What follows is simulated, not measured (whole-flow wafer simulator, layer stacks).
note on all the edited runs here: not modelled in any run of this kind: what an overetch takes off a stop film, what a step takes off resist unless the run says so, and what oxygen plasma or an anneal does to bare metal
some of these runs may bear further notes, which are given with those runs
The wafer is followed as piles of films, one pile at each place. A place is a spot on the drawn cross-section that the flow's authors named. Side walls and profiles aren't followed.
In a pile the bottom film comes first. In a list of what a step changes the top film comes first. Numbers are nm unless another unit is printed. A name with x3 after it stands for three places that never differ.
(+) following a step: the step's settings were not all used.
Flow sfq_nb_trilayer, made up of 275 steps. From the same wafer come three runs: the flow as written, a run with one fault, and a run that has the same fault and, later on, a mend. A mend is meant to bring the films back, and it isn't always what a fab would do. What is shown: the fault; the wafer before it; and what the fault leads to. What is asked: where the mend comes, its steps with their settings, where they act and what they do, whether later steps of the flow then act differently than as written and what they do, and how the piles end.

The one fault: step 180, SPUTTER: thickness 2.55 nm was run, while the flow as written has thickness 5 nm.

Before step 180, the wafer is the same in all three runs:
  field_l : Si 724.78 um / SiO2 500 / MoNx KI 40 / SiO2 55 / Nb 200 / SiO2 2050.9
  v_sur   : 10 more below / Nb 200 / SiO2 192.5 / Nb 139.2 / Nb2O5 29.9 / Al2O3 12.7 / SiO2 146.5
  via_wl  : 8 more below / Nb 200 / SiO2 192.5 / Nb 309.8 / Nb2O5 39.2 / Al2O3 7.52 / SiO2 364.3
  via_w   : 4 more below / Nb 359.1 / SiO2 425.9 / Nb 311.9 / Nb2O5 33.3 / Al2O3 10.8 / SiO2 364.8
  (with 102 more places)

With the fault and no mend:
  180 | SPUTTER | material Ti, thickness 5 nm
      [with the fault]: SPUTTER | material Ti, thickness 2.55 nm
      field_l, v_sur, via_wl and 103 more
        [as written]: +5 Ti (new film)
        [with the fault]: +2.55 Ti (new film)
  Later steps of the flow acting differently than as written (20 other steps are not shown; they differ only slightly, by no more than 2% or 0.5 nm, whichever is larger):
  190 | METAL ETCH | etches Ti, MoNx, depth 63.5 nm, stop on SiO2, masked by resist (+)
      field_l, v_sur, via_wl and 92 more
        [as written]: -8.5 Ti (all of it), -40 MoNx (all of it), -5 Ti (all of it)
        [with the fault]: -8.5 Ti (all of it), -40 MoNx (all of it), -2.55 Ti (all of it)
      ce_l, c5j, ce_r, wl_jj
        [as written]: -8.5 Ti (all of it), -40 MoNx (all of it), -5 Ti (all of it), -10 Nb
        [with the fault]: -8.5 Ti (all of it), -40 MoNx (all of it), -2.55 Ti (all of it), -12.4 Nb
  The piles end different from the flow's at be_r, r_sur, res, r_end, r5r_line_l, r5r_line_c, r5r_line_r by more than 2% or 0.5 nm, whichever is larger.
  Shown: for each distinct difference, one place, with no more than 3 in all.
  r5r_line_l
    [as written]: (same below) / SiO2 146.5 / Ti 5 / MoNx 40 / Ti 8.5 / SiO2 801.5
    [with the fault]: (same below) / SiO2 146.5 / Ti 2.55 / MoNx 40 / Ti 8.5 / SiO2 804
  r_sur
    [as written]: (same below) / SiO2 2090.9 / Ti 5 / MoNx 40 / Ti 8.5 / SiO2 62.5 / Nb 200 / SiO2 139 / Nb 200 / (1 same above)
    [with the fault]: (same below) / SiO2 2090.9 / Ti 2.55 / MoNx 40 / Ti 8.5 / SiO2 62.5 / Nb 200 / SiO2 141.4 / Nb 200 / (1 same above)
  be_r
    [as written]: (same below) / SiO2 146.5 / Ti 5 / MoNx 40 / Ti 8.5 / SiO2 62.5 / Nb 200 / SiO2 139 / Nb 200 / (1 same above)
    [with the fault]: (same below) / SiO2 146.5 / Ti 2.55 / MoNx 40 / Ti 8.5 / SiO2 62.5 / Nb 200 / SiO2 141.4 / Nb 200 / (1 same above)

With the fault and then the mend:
  After step 180 comes the mend.
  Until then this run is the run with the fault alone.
  180a | SPUTTER | material Ti, thickness 2.45 nm (the flow's step 180 again, with other settings)
      field_l, v_sur, via_wl and 103 more
        +2.45 Ti
  None of the later steps of the flow acts differently than as written at any place that is followed.
  At every place that both follow, the piles at the end match the flow's.
